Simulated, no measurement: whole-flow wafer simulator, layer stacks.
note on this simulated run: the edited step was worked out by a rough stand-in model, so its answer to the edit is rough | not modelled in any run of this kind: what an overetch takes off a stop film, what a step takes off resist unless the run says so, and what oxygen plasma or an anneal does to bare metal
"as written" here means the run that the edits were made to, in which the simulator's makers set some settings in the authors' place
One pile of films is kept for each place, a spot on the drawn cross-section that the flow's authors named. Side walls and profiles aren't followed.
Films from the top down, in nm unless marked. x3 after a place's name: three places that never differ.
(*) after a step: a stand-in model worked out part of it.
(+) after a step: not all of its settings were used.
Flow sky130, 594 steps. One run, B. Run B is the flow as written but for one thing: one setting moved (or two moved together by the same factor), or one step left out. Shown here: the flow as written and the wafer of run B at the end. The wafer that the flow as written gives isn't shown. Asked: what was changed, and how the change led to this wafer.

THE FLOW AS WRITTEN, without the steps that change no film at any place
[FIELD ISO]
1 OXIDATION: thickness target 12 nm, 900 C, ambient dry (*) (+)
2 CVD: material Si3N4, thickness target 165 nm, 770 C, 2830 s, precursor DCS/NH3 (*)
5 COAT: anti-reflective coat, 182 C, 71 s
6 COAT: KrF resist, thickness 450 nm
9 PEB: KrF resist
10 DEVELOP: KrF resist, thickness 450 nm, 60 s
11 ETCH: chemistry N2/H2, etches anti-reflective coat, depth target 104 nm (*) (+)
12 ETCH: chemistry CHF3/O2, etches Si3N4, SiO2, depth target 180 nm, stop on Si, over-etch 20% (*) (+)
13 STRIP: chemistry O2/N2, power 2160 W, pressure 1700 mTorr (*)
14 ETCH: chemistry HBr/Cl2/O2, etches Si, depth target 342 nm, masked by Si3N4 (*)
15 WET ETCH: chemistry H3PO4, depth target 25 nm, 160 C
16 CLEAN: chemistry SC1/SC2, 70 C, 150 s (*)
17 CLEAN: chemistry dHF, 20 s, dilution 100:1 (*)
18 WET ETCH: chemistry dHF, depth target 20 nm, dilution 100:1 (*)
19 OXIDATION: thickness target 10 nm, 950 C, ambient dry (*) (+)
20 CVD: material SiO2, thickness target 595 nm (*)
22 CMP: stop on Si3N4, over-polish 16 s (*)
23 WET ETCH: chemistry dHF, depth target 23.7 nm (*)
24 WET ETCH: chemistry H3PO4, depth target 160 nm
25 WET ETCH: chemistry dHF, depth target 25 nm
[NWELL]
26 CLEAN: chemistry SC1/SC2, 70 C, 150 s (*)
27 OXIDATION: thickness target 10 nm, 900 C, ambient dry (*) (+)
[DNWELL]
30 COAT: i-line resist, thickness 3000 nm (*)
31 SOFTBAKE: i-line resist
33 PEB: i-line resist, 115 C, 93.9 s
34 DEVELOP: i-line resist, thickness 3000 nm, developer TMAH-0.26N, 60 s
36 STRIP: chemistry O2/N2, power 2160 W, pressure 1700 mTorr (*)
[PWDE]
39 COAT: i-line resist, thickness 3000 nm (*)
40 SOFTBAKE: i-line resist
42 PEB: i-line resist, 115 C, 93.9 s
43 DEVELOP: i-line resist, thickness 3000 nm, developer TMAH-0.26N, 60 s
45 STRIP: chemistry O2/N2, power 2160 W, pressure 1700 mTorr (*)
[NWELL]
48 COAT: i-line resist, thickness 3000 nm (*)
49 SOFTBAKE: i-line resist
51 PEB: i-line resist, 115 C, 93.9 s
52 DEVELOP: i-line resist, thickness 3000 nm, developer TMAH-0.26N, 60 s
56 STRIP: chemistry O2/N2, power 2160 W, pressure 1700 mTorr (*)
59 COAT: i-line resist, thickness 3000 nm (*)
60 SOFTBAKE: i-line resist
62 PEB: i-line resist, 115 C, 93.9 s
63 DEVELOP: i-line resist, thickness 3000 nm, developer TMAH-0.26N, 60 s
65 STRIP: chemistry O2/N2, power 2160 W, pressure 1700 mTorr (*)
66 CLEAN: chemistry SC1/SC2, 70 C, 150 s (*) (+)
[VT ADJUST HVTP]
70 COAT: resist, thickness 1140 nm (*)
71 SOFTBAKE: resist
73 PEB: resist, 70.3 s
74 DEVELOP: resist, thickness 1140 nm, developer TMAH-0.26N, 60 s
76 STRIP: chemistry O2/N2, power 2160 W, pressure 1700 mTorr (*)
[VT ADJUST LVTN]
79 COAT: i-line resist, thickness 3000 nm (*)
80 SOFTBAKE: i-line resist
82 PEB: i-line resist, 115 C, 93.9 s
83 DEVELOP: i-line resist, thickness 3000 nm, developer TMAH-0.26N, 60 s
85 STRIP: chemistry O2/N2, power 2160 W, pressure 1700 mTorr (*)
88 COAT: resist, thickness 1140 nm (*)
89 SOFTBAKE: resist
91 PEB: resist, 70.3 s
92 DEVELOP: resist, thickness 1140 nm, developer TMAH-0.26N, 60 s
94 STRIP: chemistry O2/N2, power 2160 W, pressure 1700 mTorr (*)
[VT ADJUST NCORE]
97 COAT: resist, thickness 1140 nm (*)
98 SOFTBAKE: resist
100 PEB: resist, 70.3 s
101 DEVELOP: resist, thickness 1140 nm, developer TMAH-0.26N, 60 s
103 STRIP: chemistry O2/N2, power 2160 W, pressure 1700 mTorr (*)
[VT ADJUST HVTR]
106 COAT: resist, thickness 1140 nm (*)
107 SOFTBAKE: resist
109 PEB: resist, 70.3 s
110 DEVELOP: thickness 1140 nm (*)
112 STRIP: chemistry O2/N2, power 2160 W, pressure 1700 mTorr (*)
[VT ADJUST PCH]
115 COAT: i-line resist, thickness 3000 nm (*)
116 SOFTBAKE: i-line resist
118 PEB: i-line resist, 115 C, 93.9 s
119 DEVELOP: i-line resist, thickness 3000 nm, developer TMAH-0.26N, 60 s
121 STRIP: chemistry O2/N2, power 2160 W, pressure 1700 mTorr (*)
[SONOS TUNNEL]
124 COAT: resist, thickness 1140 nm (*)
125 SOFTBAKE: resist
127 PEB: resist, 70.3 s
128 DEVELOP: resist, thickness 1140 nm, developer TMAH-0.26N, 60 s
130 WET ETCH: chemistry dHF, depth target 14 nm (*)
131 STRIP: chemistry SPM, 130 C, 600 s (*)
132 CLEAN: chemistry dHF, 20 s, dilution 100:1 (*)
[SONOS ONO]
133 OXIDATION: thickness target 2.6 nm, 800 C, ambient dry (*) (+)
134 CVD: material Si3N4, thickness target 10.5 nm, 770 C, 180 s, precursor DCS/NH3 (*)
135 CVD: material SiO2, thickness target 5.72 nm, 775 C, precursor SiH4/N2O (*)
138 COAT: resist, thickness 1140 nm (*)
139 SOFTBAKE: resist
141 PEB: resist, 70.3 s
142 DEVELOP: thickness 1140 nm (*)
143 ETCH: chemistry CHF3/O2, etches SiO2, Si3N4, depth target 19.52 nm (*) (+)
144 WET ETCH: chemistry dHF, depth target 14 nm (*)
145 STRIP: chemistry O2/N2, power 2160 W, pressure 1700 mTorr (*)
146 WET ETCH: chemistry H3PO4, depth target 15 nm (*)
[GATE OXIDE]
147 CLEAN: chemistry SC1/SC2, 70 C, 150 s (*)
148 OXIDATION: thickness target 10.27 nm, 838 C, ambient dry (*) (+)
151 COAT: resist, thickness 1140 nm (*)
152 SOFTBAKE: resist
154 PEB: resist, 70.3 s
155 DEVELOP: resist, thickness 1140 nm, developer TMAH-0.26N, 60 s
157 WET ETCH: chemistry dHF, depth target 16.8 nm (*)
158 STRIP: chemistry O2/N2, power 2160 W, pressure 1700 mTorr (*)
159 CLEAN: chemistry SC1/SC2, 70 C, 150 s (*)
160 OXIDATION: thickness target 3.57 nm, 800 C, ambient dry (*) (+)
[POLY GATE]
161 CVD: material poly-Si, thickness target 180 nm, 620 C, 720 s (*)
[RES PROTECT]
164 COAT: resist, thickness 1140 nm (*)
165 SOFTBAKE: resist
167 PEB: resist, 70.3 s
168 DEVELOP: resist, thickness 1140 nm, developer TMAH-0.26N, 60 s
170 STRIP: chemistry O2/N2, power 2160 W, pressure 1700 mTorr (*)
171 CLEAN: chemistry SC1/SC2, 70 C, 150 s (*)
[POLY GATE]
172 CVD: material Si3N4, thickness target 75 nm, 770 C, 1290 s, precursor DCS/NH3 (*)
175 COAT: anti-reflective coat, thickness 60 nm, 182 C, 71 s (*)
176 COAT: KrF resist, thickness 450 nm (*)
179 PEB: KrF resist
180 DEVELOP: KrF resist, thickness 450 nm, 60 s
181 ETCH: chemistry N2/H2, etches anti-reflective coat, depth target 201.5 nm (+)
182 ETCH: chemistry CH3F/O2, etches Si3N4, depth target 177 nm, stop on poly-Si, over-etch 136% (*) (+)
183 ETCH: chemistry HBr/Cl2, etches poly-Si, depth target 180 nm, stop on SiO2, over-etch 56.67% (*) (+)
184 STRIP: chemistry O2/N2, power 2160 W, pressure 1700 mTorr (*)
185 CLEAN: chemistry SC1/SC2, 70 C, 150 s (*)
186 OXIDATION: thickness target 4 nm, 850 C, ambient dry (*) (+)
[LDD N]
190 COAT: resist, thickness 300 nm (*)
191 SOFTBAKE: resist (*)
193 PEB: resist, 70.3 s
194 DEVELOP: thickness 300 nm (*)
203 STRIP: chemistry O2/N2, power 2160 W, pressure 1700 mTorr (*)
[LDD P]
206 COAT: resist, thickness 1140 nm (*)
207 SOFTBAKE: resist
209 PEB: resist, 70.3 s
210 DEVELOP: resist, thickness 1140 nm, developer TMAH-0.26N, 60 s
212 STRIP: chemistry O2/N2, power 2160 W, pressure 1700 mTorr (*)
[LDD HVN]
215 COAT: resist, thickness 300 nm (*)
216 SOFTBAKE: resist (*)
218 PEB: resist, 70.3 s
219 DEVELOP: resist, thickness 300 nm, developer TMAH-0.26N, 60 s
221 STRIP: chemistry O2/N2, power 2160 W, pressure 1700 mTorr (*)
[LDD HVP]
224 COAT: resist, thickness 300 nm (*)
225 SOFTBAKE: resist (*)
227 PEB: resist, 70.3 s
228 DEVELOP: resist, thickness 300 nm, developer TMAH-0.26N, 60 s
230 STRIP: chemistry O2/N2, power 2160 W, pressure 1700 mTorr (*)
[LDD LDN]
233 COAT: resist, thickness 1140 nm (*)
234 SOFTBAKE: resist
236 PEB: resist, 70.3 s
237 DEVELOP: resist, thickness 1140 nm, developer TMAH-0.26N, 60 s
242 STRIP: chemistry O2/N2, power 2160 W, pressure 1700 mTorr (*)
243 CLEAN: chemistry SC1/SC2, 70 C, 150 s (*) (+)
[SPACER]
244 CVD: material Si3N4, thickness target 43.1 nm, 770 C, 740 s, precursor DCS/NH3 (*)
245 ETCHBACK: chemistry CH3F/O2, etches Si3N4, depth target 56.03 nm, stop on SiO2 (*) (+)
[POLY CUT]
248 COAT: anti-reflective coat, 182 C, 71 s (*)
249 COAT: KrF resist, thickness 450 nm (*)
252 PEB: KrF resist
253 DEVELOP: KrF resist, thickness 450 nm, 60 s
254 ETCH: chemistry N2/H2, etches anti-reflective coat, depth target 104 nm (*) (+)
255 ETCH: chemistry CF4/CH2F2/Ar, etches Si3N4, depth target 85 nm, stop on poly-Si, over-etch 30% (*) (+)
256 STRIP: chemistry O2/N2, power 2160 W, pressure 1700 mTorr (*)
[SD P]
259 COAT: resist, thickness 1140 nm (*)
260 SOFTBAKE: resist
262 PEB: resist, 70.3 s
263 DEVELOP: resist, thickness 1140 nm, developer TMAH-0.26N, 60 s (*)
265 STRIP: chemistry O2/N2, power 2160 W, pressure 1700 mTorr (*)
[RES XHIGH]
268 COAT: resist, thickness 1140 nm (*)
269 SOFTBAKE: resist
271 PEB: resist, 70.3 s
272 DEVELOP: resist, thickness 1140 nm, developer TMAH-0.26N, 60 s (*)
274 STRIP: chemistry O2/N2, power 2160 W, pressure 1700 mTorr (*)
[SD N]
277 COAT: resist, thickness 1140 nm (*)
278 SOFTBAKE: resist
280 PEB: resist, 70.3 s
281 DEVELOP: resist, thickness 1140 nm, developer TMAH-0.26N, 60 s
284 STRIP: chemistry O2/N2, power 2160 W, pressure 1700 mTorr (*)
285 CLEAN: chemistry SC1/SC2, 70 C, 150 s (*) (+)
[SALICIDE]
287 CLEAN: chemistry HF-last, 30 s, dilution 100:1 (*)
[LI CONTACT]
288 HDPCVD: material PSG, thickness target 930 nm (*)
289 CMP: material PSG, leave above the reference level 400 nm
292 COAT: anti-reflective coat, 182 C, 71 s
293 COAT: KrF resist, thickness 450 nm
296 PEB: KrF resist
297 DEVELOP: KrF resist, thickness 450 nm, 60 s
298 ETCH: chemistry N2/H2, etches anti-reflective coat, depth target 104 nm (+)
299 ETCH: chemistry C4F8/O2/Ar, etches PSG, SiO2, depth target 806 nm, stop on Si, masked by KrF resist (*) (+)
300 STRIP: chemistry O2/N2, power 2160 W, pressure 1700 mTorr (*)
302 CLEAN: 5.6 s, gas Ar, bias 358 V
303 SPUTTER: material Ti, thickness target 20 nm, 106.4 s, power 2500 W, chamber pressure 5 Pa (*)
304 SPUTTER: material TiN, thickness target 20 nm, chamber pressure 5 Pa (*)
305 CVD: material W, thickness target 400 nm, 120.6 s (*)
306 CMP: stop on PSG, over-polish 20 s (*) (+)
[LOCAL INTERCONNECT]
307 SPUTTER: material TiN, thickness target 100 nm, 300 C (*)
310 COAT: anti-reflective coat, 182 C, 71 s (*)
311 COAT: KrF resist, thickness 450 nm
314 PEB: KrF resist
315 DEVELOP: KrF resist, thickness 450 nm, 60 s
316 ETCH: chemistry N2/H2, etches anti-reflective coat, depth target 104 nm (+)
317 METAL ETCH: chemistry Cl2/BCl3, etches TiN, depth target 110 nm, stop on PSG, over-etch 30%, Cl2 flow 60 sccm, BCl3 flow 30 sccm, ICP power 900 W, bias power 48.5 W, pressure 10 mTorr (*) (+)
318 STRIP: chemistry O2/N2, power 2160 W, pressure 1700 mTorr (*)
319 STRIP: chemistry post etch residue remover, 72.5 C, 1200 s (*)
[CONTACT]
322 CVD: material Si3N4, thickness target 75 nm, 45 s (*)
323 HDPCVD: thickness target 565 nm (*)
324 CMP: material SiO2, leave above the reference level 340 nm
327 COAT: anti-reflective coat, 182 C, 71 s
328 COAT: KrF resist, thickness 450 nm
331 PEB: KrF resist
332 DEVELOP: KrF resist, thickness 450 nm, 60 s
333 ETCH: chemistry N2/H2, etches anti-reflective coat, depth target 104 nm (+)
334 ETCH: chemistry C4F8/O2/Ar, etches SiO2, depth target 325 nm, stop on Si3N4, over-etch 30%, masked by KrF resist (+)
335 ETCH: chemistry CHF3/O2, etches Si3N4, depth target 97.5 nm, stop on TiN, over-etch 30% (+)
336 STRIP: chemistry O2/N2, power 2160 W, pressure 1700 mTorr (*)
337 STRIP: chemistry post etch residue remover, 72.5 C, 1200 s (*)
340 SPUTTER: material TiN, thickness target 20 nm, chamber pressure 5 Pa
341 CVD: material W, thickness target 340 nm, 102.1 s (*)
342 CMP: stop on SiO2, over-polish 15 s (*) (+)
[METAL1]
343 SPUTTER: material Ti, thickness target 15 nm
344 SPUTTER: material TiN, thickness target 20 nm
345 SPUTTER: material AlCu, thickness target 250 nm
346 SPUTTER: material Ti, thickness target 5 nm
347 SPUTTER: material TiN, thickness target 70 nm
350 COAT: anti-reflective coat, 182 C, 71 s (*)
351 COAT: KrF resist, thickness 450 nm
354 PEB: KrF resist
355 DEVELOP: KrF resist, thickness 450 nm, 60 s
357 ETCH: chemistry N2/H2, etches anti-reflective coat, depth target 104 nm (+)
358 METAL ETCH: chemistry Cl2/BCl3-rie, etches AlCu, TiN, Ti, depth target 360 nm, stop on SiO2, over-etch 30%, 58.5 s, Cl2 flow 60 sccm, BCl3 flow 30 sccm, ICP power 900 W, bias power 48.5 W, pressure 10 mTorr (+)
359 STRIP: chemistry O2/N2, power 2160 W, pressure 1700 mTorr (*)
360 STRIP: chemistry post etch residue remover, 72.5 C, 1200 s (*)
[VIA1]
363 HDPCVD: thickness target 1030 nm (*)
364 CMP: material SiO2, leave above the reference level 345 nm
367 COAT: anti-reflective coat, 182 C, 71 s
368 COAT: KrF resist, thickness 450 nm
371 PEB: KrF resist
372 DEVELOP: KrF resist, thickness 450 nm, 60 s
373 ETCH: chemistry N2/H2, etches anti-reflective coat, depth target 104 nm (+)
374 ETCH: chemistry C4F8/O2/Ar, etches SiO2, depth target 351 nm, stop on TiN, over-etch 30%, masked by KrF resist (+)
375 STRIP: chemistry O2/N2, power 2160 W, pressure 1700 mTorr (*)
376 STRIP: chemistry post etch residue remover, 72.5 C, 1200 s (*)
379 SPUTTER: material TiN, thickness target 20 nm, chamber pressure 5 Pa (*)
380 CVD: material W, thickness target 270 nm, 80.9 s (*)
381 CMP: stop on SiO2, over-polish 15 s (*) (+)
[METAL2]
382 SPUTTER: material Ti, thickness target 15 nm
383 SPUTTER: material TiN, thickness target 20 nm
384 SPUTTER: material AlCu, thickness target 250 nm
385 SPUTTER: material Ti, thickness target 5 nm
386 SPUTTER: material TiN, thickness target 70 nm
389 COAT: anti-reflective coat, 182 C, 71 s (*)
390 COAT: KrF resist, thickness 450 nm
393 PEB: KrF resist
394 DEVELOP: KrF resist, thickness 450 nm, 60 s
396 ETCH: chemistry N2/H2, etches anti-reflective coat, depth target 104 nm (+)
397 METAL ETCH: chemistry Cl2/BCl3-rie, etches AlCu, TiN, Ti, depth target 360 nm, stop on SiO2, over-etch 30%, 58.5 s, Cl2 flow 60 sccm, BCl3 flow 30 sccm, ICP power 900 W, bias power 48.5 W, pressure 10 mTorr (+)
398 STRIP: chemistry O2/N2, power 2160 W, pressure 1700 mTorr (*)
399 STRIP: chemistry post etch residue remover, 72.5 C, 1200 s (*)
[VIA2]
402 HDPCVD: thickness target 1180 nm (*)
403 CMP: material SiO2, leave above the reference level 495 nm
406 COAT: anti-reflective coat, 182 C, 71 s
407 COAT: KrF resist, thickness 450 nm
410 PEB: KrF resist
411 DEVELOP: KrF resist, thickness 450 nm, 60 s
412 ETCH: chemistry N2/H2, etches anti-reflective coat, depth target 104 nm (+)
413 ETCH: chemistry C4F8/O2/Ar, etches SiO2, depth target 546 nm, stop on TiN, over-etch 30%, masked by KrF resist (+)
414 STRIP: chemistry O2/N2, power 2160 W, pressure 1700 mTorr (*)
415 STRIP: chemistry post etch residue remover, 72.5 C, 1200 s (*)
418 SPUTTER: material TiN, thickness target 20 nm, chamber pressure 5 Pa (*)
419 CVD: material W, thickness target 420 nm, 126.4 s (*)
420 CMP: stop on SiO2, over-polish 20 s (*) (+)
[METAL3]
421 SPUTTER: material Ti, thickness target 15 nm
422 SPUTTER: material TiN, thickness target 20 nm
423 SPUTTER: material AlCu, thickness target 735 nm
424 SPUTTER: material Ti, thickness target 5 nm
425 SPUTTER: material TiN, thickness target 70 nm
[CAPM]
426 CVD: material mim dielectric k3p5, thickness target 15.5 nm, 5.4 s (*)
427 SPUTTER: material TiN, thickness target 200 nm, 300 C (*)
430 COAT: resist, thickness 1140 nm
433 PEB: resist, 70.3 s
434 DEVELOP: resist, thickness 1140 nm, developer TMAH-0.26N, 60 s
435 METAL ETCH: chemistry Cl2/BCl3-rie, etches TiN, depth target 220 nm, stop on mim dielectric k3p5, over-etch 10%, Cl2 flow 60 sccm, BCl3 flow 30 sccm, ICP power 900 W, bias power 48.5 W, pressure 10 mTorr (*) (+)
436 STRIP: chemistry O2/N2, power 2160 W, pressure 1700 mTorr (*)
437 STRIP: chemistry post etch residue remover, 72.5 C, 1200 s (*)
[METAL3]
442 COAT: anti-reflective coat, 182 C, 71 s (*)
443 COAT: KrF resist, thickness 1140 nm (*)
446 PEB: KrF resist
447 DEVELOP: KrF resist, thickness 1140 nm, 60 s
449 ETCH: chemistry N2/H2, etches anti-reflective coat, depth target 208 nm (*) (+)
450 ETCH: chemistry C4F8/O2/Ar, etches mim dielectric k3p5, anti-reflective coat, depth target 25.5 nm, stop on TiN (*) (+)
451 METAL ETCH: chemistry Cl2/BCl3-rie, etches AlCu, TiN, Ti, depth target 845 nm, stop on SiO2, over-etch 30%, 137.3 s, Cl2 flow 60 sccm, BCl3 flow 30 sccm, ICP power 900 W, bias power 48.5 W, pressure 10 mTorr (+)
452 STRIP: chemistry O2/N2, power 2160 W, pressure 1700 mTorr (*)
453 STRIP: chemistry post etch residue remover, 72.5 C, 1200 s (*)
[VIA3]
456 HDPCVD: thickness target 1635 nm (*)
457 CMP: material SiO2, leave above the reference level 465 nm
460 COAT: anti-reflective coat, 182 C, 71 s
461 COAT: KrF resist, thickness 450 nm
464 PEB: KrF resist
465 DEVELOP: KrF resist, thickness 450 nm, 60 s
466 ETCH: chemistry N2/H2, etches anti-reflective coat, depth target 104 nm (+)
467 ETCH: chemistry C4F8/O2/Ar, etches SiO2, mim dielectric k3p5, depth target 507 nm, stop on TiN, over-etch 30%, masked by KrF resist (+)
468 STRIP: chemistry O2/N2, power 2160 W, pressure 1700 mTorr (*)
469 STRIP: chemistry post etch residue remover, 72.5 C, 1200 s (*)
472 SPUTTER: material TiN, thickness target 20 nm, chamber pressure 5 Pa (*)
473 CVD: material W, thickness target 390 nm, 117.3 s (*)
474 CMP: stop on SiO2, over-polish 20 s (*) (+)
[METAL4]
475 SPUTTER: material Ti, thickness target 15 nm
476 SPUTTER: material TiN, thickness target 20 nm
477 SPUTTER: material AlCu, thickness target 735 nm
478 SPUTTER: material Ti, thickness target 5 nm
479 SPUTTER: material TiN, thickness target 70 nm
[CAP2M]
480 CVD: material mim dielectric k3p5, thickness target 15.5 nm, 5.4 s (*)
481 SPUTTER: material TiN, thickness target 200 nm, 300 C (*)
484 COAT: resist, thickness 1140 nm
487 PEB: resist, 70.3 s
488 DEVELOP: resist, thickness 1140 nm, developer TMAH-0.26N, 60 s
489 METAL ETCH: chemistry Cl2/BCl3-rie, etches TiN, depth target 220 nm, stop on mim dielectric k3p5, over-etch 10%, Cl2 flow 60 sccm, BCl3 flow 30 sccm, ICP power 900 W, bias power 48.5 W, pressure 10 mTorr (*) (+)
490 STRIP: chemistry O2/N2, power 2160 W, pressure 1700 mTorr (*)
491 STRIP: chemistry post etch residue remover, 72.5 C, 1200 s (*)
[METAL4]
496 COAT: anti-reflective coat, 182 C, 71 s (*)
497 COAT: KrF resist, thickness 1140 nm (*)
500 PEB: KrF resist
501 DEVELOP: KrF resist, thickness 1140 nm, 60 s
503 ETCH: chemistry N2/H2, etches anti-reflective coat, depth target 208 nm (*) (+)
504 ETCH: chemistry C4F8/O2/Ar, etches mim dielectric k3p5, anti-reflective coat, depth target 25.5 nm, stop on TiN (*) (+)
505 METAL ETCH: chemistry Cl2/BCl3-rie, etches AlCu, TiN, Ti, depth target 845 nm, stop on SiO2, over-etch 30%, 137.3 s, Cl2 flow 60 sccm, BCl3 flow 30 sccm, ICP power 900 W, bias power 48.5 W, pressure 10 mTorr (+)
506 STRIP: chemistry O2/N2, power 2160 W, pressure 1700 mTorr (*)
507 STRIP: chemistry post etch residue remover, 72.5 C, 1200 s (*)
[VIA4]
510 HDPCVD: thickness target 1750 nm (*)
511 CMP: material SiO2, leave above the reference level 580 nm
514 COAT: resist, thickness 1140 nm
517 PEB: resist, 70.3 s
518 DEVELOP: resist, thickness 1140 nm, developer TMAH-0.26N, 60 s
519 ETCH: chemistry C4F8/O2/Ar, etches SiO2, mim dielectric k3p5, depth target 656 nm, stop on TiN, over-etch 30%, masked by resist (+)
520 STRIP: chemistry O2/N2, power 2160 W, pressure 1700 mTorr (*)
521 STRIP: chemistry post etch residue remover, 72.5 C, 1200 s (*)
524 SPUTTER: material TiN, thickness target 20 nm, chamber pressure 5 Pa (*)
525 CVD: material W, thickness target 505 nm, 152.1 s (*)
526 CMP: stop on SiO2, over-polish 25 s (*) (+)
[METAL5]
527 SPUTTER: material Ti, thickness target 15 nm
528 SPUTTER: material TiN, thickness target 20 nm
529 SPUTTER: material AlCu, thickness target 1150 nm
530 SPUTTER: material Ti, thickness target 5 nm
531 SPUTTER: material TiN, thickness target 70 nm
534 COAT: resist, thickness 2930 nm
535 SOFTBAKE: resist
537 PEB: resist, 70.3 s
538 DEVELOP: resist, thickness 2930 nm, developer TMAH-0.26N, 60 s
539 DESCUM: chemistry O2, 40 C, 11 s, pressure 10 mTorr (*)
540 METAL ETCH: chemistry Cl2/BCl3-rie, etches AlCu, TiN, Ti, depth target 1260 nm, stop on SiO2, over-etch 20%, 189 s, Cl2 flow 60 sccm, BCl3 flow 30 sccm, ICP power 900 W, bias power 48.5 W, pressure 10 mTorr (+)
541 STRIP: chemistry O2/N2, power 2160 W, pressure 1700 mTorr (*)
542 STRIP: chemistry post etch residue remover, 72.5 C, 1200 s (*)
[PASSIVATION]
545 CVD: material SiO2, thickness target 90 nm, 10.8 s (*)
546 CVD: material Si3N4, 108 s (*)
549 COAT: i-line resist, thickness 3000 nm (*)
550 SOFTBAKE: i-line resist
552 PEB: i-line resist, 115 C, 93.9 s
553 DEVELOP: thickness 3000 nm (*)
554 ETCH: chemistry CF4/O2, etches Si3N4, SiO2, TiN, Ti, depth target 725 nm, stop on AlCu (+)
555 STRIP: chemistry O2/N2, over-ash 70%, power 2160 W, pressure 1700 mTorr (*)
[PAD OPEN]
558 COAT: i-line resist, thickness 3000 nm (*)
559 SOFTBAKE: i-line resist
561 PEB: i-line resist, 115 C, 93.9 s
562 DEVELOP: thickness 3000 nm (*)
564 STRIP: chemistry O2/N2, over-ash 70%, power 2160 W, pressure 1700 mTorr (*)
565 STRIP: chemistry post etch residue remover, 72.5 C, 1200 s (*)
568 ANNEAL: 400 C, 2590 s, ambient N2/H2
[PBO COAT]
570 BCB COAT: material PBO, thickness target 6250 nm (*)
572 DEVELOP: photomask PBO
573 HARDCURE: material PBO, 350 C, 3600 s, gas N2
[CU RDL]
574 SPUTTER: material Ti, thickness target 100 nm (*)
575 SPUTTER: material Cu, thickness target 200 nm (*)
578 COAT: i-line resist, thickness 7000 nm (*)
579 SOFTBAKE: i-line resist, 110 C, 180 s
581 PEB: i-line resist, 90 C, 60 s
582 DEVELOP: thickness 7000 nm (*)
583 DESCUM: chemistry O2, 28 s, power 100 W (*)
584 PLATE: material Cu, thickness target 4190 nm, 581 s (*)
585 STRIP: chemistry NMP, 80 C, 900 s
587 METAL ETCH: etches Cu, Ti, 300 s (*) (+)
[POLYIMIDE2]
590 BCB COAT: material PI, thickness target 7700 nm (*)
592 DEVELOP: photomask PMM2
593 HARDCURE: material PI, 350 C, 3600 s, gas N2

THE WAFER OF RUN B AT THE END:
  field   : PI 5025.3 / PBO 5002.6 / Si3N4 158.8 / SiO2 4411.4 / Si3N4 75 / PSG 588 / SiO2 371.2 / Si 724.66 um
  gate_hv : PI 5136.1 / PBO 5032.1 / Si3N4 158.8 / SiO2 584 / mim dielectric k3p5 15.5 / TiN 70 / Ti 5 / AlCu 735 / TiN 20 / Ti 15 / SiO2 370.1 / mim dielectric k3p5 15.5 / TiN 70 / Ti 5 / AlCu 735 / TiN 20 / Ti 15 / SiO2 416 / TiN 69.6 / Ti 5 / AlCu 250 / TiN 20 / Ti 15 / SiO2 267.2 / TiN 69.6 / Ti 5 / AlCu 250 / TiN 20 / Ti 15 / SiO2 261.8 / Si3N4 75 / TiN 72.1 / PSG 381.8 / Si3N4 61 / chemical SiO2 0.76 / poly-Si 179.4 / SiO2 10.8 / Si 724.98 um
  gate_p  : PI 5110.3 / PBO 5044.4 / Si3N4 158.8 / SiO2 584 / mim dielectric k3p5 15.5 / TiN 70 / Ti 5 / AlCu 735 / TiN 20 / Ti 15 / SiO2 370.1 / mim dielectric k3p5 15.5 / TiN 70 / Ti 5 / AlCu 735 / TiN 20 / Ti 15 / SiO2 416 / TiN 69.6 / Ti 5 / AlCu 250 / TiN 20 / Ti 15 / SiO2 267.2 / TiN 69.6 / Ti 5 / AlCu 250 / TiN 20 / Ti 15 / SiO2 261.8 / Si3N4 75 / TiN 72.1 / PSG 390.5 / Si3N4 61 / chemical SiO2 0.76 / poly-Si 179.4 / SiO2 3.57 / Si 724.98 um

The cause: step 307, SPUTTER: thickness target 72.5 nm was run, where the flow has thickness target 100 nm.

How the change led to this, step by step:
  307 SPUTTER: material TiN, thickness target 100 nm, 300 C (*)
      field, active, n_well and 188 more: TiN +72.5 (new film) (as written it would be: TiN +100 (new film))
  317 METAL ETCH: chemistry Cl2/BCl3, etches TiN, depth target 110 nm, stop on PSG, over-etch 30%, Cl2 flow 60 sccm, BCl3 flow 30 sccm, ICP power 900 W, bias power 48.5 W, pressure 10 mTorr (*) (+)
      n_well, p_well, gate_hv and 97 more: KrF resist -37 (as written it would be: KrF resist -44)
      field, active, gate and 88 more: TiN -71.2 (all of it) (as written it would be: TiN -98.7 (all of it))
  318 STRIP: chemistry O2/N2, power 2160 W, pressure 1700 mTorr (*)
      n_well, p_well, gate_hv and 93 more: KrF resist -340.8 (all of it), anti-reflective coat -80 (all of it) (as written it would be: KrF resist -333.8 (all of it), anti-reflective coat -80 (all of it))
      poly_licon, ndiff_licon, ndiff_licon_cpp, rpo_hd_licon: KrF resist -340.9 (all of it), anti-reflective coat -80.5 (all of it) (as written it would be: KrF resist -333.9 (all of it), anti-reflective coat -80.5 (all of it))
  324 CMP: material SiO2, leave above the reference level 340 nm
      field, active, gate and 88 more: SiO2 -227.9 (as written it would be: SiO2 -200.4)
